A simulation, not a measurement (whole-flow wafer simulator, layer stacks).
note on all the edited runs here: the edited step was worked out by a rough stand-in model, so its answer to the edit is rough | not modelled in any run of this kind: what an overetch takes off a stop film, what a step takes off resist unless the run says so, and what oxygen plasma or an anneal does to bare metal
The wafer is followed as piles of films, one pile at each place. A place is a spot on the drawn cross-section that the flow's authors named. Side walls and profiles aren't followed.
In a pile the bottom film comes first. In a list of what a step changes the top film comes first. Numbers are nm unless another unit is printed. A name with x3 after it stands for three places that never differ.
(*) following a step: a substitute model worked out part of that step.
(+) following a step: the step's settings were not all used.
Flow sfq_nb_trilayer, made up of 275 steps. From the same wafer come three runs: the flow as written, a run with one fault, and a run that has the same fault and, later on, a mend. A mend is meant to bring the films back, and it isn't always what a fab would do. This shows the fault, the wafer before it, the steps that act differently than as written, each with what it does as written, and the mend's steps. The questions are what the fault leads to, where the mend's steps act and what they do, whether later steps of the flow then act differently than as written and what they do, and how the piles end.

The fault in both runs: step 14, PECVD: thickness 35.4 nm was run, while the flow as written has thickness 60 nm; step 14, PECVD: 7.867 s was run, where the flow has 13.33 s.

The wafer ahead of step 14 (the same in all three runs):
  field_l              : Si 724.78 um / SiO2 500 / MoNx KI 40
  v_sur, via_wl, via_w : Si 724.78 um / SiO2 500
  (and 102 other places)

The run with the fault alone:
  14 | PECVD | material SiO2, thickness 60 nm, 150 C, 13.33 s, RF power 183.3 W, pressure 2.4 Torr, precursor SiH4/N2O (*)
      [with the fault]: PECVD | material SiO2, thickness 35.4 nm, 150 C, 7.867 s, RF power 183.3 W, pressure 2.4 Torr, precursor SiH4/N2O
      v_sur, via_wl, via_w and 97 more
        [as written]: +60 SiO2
        [with the fault]: +35.4 SiO2
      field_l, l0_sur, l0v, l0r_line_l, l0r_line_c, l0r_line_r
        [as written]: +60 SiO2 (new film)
        [with the fault]: +35.4 SiO2 (new film)
  Later steps of the flow acting differently than as written (not shown: 10 more steps that differ only slightly, by at most 2% or 0.5 nm, whichever is larger):
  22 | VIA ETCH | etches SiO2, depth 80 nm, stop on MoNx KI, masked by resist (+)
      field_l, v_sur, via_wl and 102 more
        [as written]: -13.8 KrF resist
        [with the fault]: -9.12 KrF resist
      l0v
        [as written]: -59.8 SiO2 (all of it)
        [with the fault]: -35.2 SiO2 (all of it)
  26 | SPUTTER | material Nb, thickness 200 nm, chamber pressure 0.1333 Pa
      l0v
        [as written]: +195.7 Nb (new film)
        [with the fault]: +200 Nb (new film)
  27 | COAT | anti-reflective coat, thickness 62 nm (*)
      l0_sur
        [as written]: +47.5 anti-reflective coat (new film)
        [with the fault]: +50.2 anti-reflective coat (new film)
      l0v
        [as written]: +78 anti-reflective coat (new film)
        [with the fault]: +70.3 anti-reflective coat (new film)
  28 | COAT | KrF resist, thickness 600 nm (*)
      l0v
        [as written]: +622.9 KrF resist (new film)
        [with the fault]: +607.6 KrF resist (new film)
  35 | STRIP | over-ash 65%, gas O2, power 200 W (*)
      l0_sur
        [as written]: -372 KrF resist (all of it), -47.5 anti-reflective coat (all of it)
        [with the fault]: -373.5 KrF resist (all of it), -50.2 anti-reflective coat (all of it)
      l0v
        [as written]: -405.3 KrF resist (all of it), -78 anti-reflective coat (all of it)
        [with the fault]: -389.9 KrF resist (all of it), -70.3 anti-reflective coat (all of it)
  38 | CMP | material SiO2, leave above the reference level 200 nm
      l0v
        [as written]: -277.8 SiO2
        [with the fault]: -306.7 SiO2
  At field_l, v_sur, via_wl and 100 more, the piles at the end differ from the flow's by more than 2% or 0.5 nm, whichever is larger.
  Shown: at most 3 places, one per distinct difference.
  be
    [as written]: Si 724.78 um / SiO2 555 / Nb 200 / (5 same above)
    [with the fault]: Si 724.78 um / SiO2 530.4 / Nb 200 / (5 same above)
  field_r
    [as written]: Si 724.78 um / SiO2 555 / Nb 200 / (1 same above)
    [with the fault]: Si 724.78 um / SiO2 530.4 / Nb 200 / (1 same above)
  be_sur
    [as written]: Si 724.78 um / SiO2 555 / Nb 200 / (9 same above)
    [with the fault]: Si 724.78 um / SiO2 530.4 / Nb 200 / (9 same above)

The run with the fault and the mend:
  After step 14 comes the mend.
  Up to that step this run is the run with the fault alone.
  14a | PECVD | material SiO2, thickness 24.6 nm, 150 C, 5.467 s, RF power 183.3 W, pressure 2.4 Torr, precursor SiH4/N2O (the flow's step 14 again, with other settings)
      field_l, v_sur, via_wl and 103 more
        +24.6 SiO2
  Every later step of the flow that is run acts as written, at every place that is followed, to within 2% or 0.5 nm, whichever is larger.
  At every place that both follow, the piles at the end match the flow's.
